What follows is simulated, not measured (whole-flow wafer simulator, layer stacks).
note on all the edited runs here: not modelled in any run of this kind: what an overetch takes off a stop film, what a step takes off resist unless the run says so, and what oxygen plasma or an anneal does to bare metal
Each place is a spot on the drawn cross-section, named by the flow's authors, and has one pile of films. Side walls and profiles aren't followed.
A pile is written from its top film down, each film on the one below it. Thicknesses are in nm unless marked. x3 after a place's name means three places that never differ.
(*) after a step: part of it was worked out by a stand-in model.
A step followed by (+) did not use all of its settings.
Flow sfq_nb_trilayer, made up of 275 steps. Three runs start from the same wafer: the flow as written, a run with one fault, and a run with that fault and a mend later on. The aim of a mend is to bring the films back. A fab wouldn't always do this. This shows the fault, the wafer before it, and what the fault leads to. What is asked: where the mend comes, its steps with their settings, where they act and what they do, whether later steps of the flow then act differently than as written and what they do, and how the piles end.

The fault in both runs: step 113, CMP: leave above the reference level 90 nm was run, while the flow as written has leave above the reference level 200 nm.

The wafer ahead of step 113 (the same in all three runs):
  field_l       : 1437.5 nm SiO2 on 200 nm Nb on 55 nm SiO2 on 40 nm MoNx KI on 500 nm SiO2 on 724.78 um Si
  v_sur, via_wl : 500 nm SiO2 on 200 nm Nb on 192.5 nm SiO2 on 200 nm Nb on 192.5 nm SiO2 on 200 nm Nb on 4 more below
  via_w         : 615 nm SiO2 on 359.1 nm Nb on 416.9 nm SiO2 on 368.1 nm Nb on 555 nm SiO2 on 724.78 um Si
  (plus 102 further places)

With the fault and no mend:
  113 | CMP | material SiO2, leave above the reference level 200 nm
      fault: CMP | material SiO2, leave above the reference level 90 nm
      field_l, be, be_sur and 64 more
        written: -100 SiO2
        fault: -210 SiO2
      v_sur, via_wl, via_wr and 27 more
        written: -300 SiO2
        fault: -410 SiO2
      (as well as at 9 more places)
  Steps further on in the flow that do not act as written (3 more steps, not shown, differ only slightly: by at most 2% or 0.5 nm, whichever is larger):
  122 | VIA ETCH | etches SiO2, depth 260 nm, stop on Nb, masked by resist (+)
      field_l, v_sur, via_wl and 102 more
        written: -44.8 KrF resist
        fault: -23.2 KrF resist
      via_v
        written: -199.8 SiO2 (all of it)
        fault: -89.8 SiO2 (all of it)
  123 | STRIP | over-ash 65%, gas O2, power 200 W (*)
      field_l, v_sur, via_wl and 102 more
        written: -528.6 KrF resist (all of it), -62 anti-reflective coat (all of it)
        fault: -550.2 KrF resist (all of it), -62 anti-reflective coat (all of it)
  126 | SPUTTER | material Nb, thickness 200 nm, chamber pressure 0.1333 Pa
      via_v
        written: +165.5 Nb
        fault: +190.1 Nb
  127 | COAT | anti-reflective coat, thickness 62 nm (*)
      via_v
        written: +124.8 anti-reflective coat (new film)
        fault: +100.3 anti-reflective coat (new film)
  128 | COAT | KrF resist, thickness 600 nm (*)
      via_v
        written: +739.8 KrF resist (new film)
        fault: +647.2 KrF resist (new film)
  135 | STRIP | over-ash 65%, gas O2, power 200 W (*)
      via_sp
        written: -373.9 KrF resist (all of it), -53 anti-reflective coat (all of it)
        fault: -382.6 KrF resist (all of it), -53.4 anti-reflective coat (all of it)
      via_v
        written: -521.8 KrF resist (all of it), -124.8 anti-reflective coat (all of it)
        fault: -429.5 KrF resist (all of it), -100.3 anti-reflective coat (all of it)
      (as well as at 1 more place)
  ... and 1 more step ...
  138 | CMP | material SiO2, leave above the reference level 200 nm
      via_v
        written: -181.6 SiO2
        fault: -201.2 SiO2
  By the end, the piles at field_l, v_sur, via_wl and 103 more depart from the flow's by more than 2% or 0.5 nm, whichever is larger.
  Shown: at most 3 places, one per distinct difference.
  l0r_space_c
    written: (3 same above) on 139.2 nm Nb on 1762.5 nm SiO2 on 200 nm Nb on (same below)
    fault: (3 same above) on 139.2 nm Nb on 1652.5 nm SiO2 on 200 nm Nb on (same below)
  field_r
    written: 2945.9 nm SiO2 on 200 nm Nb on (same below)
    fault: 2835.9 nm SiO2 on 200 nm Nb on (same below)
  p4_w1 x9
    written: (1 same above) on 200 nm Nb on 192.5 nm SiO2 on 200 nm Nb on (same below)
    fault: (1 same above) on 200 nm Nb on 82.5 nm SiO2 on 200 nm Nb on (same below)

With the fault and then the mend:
  The mend follows step 120.
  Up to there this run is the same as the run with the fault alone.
  120a | STRIP | over-ash 65%, gas O2, power 200 W (*)
      field_l, v_sur, via_wl and 102 more
        -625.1 KrF resist (all of it), -62 anti-reflective coat (all of it)
      via_v
        -62 anti-reflective coat (all of it)
  120b | PECVD | material SiO2, thickness 110 nm, 150 C, 24.44 s, RF power 183.3 W, pressure 2.4 Torr, precursor SiH4/N2O (the flow's step 112, run once more with other settings)
      field_l, v_sur, via_wl and 103 more
        +110 SiO2
  120c | COAT | anti-reflective coat, thickness 62 nm (the flow's step 115, run once more)
      field_l, v_sur, via_wl and 103 more
        +62 anti-reflective coat (new film)
  120d | COAT | KrF resist, thickness 650 nm (the flow's step 116, run once more)
      field_l, v_sur, via_wl and 103 more
        +650 KrF resist (new film)
  120e | SOFTBAKE | KrF resist (the flow's step 117, run once more)
      leaves every film unchanged at each place that is followed
  120f | EXPOSE | photomask I3, dose 11.91 mJ/cm2, NA 0.6, wavelength 248 nm (*) (the flow's step 118, run once more)
      leaves every film unchanged at each place that is followed
  120g | PEB | KrF resist, 90 s (the flow's step 119, run once more)
      field_l, v_sur, via_wl and 103 more
        -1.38 KrF resist
  120h | DEVELOP | KrF resist, thickness 650 nm, 60 s (the flow's step 120, run once more)
      field_l, v_sur, via_wl and 102 more
        -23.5 KrF resist
      via_v
        -648.6 KrF resist (all of it)
  None of the later steps of the flow acts differently than as written at any place that is followed.
  The piles end the same as the flow's at every place that both follow.
